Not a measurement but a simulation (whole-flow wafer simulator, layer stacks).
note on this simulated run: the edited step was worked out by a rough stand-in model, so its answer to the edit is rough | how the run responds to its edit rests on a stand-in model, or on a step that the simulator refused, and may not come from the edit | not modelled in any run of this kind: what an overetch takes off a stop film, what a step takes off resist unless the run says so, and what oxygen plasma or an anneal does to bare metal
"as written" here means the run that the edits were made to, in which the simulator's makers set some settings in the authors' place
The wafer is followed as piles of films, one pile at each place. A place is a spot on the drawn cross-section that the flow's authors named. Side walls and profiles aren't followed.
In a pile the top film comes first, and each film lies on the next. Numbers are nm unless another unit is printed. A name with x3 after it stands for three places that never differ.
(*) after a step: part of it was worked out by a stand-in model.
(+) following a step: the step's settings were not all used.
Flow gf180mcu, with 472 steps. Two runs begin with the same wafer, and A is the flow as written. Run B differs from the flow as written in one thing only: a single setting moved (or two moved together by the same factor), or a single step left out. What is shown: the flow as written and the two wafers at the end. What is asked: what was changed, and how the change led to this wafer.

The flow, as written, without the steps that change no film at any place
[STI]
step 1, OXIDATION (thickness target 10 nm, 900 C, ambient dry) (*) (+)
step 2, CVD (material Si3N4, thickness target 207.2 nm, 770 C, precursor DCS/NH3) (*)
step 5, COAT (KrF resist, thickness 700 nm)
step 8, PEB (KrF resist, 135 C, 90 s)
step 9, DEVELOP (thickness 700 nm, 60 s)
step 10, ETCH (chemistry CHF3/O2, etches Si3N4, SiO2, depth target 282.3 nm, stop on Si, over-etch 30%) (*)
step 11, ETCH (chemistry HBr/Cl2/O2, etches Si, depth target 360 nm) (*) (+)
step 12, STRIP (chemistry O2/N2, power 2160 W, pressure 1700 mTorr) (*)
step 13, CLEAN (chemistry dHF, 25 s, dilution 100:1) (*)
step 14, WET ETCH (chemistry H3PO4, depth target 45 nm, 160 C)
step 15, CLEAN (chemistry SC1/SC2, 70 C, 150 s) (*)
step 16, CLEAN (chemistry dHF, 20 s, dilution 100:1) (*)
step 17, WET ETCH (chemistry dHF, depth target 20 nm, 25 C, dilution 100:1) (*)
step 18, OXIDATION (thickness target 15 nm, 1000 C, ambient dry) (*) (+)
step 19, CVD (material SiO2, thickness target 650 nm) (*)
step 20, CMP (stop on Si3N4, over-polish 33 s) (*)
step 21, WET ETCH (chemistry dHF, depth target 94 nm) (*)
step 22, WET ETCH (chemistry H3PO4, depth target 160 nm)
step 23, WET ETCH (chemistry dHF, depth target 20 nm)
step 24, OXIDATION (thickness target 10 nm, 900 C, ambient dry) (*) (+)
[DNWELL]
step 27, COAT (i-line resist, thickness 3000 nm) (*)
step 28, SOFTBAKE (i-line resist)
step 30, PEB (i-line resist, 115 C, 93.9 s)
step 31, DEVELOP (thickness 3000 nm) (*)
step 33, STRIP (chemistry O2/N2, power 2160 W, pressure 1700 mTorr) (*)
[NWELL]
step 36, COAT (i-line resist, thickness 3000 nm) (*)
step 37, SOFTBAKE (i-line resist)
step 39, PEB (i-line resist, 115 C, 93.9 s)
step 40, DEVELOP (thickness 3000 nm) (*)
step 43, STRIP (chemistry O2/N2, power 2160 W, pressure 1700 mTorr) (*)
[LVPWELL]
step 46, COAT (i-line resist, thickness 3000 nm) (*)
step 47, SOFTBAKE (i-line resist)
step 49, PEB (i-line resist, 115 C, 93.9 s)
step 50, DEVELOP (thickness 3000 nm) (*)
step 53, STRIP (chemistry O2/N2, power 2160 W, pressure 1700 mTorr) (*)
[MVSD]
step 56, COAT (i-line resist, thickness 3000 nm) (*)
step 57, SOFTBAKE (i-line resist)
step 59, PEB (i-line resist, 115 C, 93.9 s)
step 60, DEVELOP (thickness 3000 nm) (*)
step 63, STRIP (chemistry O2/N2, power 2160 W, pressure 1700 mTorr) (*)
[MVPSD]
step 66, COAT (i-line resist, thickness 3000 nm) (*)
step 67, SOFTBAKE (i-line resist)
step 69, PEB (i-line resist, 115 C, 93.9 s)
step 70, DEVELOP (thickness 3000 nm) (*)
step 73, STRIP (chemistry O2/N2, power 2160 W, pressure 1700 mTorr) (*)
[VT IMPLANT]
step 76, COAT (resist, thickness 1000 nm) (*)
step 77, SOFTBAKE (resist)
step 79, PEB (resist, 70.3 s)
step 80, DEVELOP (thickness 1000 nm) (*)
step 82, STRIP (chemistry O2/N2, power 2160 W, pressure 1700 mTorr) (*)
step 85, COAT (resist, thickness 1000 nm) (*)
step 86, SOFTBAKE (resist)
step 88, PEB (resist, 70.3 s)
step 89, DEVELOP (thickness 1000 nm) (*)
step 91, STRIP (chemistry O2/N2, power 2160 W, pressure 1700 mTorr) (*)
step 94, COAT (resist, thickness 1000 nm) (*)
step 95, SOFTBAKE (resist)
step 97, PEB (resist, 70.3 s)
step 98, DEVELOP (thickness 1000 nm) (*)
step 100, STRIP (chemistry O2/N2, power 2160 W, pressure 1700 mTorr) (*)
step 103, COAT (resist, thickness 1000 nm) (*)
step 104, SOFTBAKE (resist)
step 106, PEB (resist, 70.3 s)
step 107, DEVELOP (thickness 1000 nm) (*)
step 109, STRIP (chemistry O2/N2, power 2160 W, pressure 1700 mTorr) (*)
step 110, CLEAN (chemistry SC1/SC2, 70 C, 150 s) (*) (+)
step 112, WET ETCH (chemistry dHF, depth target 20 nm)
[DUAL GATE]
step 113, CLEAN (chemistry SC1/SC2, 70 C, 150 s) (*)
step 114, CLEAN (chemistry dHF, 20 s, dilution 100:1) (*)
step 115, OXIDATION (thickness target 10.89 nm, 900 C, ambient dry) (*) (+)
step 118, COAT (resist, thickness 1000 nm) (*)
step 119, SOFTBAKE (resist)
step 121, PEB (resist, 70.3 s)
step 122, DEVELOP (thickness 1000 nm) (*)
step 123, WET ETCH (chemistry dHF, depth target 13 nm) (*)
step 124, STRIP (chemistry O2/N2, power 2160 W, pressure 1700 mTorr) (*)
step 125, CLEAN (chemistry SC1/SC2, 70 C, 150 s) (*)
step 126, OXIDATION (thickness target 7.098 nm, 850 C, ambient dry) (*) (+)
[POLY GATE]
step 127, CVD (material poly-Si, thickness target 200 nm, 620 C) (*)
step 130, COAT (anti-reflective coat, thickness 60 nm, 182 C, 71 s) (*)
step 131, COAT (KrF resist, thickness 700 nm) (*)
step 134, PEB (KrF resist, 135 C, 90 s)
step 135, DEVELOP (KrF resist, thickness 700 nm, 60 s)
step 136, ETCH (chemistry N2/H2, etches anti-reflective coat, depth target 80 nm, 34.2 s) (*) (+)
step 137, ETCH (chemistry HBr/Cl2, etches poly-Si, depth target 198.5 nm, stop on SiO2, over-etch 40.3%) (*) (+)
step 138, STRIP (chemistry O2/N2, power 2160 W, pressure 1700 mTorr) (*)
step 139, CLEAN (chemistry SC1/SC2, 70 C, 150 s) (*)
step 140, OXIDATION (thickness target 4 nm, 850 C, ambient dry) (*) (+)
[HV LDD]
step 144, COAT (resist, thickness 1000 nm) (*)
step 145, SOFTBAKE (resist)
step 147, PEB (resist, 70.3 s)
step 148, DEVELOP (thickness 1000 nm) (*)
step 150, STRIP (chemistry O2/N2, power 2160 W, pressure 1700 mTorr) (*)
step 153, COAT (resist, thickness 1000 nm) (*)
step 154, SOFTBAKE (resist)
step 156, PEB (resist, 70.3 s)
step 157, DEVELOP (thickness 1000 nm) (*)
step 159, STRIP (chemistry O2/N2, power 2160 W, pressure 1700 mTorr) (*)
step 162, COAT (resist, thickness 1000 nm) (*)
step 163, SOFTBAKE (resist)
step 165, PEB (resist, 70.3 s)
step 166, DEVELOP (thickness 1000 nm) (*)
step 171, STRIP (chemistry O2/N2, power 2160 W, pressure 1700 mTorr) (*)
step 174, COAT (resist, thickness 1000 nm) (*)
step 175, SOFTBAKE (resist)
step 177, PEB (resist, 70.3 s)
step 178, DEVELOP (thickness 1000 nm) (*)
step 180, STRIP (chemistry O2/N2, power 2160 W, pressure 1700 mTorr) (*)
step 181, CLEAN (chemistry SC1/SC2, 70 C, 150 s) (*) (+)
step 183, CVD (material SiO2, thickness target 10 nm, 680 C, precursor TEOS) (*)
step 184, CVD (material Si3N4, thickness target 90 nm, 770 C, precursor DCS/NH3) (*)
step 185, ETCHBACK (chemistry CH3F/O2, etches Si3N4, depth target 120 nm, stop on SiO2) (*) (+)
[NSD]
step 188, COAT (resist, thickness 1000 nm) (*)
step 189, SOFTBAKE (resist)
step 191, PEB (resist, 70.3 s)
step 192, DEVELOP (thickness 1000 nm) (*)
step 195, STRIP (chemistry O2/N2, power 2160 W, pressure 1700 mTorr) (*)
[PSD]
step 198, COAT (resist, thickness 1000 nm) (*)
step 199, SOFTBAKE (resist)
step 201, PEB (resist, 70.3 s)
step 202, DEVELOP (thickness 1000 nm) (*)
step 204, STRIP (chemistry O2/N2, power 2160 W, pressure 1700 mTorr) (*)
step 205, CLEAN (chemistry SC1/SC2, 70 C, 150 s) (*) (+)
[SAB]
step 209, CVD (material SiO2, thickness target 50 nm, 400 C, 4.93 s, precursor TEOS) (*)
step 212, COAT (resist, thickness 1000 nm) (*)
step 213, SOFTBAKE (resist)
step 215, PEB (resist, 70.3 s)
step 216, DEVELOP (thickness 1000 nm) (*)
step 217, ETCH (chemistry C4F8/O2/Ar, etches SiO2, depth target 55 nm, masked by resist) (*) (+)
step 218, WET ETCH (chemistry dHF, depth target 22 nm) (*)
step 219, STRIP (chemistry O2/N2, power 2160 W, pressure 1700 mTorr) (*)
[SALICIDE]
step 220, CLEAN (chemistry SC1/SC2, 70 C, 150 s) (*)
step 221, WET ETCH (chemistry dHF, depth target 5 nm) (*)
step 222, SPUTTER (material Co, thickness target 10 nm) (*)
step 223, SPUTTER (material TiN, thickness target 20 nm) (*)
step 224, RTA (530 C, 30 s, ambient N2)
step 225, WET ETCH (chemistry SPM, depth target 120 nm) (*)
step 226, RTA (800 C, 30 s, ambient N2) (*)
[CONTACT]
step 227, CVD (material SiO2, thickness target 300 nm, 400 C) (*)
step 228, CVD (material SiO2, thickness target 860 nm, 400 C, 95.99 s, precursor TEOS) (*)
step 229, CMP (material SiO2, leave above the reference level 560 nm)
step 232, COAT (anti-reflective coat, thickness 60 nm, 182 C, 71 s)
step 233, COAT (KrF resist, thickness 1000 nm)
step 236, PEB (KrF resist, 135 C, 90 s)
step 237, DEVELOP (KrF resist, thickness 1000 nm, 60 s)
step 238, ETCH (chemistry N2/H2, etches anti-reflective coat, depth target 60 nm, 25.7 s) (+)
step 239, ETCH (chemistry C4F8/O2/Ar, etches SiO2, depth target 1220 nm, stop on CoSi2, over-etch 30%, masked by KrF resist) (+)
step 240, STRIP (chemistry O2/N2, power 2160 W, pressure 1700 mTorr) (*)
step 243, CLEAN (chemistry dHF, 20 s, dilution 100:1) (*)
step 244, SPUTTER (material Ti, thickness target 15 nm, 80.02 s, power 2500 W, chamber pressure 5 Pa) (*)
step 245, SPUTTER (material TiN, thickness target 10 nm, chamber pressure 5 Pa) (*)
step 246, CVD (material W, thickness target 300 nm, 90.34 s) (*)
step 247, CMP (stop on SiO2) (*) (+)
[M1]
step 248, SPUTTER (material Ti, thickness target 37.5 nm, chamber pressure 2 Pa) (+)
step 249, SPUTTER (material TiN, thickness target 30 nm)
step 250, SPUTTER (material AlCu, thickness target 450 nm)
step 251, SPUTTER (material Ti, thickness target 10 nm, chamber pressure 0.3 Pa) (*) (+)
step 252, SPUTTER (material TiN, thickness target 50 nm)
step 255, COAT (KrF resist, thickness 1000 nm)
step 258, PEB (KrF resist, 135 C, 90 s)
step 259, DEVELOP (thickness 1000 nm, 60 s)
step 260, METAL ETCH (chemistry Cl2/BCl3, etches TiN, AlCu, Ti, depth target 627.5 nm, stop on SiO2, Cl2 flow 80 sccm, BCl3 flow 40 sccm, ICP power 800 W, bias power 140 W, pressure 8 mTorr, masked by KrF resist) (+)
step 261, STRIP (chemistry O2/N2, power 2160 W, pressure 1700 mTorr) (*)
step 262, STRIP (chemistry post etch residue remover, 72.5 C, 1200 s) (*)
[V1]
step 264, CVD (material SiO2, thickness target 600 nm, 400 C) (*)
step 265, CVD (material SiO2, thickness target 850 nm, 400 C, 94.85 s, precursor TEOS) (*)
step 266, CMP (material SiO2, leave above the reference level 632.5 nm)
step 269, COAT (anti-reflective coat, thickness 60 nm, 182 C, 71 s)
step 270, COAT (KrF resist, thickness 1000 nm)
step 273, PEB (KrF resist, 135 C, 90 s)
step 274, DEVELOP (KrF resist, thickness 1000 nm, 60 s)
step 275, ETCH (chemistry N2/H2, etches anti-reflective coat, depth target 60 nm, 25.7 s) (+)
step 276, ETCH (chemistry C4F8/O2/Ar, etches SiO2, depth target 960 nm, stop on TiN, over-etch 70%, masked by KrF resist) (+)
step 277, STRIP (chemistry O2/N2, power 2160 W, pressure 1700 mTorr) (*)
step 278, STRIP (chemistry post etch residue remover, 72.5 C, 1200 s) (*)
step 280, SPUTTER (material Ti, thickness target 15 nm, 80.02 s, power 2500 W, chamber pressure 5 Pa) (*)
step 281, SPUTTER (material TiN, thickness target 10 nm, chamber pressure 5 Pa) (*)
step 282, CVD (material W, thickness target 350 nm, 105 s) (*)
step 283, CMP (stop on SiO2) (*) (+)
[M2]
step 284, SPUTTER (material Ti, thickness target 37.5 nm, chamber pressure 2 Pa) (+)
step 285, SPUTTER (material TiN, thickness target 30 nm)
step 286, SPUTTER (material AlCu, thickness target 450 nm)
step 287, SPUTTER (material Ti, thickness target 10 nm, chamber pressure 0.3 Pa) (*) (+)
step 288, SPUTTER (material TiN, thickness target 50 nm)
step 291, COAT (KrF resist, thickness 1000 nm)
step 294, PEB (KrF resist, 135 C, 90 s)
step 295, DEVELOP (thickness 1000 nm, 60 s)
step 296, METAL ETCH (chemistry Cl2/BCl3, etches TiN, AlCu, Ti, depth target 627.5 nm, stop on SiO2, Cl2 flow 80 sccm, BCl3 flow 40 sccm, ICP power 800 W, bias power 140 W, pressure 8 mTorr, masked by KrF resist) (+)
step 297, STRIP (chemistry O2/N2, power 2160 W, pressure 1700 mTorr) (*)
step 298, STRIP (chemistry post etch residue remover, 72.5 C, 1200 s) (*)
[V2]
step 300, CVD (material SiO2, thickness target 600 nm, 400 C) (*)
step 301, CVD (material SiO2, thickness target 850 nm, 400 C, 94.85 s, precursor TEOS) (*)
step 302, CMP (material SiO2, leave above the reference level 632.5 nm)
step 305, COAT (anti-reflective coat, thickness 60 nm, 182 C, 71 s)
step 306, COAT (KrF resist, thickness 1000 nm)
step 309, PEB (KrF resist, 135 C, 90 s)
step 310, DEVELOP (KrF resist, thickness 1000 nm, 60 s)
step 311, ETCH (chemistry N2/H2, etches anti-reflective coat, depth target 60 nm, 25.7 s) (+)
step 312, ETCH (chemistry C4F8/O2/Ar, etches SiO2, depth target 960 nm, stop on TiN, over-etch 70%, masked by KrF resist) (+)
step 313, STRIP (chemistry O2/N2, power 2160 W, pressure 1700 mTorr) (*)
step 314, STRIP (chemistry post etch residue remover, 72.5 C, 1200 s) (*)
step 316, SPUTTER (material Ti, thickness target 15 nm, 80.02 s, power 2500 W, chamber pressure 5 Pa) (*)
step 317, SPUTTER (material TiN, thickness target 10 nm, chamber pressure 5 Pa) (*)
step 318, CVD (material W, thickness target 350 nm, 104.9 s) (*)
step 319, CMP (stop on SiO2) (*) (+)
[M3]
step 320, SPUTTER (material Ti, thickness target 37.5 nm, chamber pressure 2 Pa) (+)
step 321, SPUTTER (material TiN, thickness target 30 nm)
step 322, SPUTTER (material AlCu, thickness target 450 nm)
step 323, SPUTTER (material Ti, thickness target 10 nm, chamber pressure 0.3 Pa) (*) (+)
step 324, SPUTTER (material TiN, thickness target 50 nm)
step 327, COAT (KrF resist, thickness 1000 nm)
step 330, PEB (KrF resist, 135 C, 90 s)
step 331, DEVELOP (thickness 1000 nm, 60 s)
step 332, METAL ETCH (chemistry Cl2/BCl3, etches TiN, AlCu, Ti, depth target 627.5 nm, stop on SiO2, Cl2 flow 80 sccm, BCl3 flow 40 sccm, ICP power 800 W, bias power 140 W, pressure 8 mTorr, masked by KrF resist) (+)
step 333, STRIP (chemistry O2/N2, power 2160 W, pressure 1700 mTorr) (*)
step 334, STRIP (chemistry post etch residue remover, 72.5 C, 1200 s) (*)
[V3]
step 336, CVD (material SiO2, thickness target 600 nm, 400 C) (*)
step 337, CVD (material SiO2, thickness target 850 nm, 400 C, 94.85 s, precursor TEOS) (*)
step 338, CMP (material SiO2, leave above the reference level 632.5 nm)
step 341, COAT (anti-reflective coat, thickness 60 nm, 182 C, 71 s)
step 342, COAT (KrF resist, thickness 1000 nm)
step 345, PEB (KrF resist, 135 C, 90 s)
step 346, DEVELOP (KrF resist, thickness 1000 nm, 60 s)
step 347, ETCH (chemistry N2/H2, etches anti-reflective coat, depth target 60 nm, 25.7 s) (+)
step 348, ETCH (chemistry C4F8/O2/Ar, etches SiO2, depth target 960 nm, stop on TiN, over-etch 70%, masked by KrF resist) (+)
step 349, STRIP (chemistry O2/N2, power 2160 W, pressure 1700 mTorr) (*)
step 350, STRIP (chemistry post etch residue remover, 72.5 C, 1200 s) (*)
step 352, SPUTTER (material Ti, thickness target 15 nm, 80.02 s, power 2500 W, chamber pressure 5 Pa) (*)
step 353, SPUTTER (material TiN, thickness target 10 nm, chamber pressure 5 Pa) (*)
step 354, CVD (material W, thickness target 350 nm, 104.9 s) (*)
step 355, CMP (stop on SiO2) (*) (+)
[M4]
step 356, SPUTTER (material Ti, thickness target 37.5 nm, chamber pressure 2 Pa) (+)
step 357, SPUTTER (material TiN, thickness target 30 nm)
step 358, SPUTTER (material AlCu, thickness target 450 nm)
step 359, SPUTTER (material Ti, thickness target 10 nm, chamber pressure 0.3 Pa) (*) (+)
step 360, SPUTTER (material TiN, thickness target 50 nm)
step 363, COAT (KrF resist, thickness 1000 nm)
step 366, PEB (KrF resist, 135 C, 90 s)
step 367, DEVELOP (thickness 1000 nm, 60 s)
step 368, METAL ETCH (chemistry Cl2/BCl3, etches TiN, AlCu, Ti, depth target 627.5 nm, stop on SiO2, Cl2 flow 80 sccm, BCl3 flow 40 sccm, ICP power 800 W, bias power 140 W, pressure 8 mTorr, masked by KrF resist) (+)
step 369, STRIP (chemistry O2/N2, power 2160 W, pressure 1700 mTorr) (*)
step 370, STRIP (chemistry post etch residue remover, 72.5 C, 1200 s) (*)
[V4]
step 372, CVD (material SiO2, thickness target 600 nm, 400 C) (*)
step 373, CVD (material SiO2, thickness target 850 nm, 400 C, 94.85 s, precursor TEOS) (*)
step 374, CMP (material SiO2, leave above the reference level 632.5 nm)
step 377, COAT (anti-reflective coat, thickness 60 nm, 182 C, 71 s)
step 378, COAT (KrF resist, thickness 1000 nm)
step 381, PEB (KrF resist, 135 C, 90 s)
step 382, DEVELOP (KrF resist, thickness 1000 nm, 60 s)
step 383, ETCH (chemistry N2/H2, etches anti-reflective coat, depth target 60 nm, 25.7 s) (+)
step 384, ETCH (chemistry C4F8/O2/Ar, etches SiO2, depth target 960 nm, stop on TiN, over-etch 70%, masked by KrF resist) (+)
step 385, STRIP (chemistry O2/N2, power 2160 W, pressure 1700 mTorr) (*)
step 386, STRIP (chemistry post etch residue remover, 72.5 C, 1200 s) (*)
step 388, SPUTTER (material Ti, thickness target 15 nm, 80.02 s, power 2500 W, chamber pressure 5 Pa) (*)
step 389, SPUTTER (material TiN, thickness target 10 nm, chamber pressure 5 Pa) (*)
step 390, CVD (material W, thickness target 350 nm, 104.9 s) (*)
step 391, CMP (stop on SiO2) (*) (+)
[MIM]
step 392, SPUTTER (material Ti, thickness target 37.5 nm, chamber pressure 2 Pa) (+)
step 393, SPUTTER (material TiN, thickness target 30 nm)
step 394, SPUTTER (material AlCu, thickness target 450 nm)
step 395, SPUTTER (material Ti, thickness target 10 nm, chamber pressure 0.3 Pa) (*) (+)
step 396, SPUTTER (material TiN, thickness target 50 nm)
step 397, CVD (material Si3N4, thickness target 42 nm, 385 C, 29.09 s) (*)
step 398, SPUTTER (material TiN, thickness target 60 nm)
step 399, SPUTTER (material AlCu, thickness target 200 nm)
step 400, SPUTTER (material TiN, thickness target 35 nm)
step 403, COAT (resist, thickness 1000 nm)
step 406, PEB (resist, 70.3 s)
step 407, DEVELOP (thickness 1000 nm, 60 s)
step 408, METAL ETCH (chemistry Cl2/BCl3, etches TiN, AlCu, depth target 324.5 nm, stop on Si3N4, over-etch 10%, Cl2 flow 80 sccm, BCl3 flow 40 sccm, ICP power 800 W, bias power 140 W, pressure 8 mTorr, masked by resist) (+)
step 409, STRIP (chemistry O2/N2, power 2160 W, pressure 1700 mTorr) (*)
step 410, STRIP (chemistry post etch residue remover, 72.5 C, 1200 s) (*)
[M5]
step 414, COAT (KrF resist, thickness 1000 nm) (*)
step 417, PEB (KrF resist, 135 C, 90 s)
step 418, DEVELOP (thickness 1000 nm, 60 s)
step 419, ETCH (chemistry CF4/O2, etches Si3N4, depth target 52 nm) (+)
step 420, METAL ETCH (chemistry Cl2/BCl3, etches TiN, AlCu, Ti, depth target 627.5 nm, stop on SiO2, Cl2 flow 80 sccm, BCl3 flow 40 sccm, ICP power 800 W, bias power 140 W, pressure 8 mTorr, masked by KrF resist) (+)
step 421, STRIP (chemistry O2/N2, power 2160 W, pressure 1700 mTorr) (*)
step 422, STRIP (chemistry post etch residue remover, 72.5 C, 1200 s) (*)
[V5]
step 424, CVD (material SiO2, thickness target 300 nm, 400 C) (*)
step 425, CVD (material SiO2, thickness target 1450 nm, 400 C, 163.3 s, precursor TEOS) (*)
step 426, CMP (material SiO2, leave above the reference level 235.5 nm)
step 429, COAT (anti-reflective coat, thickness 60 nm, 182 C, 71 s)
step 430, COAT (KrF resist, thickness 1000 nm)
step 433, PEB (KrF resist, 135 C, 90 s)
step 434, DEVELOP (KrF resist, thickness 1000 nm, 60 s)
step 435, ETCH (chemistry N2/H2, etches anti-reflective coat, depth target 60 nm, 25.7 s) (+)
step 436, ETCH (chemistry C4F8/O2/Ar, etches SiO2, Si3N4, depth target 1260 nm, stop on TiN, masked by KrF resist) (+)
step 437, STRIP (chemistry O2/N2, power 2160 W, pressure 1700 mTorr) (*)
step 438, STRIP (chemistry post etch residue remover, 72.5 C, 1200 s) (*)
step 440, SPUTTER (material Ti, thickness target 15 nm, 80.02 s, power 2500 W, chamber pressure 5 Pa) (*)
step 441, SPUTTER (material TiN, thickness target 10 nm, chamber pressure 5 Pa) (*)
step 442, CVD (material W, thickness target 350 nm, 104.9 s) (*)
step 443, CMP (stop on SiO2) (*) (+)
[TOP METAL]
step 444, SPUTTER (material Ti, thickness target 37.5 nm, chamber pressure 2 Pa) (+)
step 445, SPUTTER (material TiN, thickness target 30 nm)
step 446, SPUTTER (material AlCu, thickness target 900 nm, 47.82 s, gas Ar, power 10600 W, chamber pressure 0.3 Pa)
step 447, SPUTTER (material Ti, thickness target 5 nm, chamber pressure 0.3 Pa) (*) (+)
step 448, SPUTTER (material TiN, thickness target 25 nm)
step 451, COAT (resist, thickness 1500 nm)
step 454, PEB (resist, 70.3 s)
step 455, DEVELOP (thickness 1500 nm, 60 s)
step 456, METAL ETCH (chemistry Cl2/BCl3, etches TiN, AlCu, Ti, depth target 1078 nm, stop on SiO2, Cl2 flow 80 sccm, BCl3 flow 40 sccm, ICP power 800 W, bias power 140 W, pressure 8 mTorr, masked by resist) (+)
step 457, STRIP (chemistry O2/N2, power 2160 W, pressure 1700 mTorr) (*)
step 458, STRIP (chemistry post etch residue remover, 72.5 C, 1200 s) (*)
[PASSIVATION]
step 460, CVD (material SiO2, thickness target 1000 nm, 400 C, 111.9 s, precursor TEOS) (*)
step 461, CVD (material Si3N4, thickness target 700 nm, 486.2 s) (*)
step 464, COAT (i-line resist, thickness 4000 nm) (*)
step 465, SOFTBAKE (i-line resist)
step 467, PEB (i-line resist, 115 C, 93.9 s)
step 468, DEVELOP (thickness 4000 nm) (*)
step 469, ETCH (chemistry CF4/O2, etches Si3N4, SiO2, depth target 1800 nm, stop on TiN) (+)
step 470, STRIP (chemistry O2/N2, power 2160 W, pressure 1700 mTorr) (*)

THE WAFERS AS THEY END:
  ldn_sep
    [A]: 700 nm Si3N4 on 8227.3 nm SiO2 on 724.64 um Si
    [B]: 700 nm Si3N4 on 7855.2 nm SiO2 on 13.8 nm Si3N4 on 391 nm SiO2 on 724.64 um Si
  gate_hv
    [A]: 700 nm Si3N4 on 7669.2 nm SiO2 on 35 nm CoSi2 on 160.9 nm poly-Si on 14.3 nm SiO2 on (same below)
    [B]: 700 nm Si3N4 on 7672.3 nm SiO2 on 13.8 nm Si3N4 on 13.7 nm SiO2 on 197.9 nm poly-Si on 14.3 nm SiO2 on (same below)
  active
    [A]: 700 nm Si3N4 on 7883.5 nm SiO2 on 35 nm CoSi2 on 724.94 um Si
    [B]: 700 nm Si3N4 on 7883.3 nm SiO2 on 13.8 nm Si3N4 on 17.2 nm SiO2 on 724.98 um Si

What caused this: step 184, CVD: thickness target 138 nm was run, though the flow has thickness target 90 nm.

Step by step, how the change led to this:
  step 184, CVD (material Si3N4, thickness target 90 nm, 770 C, precursor DCS/NH3) (*)
      field, field__w1, field__w2 and 101 more: A Si3N4 gains 90 (new film) | B Si3N4 gains 138 (new film)
  step 185, ETCHBACK (chemistry CH3F/O2, etches Si3N4, depth target 120 nm, stop on SiO2) (*) (+)
      field, field__w1, field__w2 and 100 more: A Si3N4 loses 90 (all of it), SiO2 loses 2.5 | B Si3N4 loses 120
  step 188, COAT (resist, thickness 1000 nm) (*)
      field__w9: A resist gains 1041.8 (new film) | B resist gains 1063.3 (new film)
      spacer: A resist gains 920.2 (new film) | B resist gains 893.1 (new film)
  step 189, SOFTBAKE (resist)
      field__w9: A resist gains 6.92 | B resist loses 3.03
      field__w11: A resist gains 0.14 | B resist loses 0.45
      (as well as at 28 more places)
  step 192, DEVELOP (thickness 1000 nm) (*)
      spacer: A resist loses 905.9 (all of it) | B resist loses 879.3 (all of it)
  step 198, COAT (resist, thickness 1000 nm) (*)
      field__w9: A resist gains 1041.8 (new film) | B resist gains 1063.3 (new film)
      spacer: A resist gains 920.2 (new film) | B resist gains 893.1 (new film)
  step 199, SOFTBAKE (resist)
      field__w9: A resist gains 6.92 | B resist loses 3.03
      field__w11: A resist gains 0.14 | B resist loses 0.45
      (as well as at 29 more places)
  step 204, STRIP (chemistry O2/N2, power 2160 W, pressure 1700 mTorr) (*)
      spacer: A resist loses 905.9 (all of it) | B resist loses 879.3 (all of it)
  step 205, CLEAN (chemistry SC1/SC2, 70 C, 150 s) (*) (+)
      field, field__w1, field__w2 and 105 more: A SiO2 loses 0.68 | B Si3N4 loses 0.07
  step 209, CVD (material SiO2, thickness target 50 nm, 400 C, 4.93 s, precursor TEOS) (*)
      field, field__w7, field__w8 and 73 more: A SiO2 gains 50 | B SiO2 gains 50 (new film)
      field_sub, field_sub__w2, ld_drn_n, ld_sd_p: A SiO2 gains 48.8 | B SiO2 gains 48.7 (new film)
      (as well as at 28 more places)
  step 212, COAT (resist, thickness 1000 nm) (*)
      spacer: A resist gains 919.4 (new film) | B resist gains 892.5 (new film)
  step 213, SOFTBAKE (resist)
      npoly_sal: A resist loses 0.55 | B resist gains 0.5
      field__w1: A resist gains 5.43 | B resist gains 5.98
      (as well as at 18 more places)
  step 216, DEVELOP (thickness 1000 nm) (*)
      spacer: A resist loses 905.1 (all of it) | B resist loses 878.8 (all of it)
  step 217, ETCH (chemistry C4F8/O2/Ar, etches SiO2, depth target 55 nm, masked by resist) (*) (+)
      field, field__w7, field__w8 and 70 more: A SiO2 loses 55 | B SiO2 loses 50 (all of it), Si3N4 loses 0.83
      field__w1, m1, nw_enc_fld_lv__w3: A SiO2 loses 55 | B SiO2 loses 49.2 (all of it), Si3N4 loses 0.97
      (as well as at 23 more places)
  step 218, WET ETCH (chemistry dHF, depth target 22 nm) (*)
      gate, gate_hv, gate_p and 23 more: A SiO2 loses 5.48 (all of it) | B Si3N4 loses 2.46
      field, field__w10, sti and 14 more: A SiO2 loses 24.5 | B Si3N4 loses 2.46
      (as well as at 56 more places)
  step 219, STRIP (chemistry O2/N2, power 2160 W, pressure 1700 mTorr) (*)
      gate, gate_hv, gate_p and 23 more: A chemical SiO2 gains 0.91 (new film), poly-Si loses 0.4 | B nothing
      active, p_well, sd_n and 20 more: A chemical SiO2 gains 0.91 (new film), Si loses 0.4 | B nothing
  ... 14 other steps ...
  step 471, ANNEAL (400 C, 1800 s, ambient N2/H2)
      polyc_n, polyc_p: A nothing | B under 9 films: void gains 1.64 (new film), Ti loses 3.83, TiSi first gains 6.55 (new film), poly-Si loses 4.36
      contact: A nothing | B under 49 films: void gains 1.62 (new film), Ti loses 3.83, TiSi first gains 6.55 (new film), Si loses 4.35
With metal films that touch counted as one body, gate_hv has 0 bodies; the flow as written gives 1 body.
With metal films that touch counted as one body, active has 0 bodies; the flow as written gives 1 body.
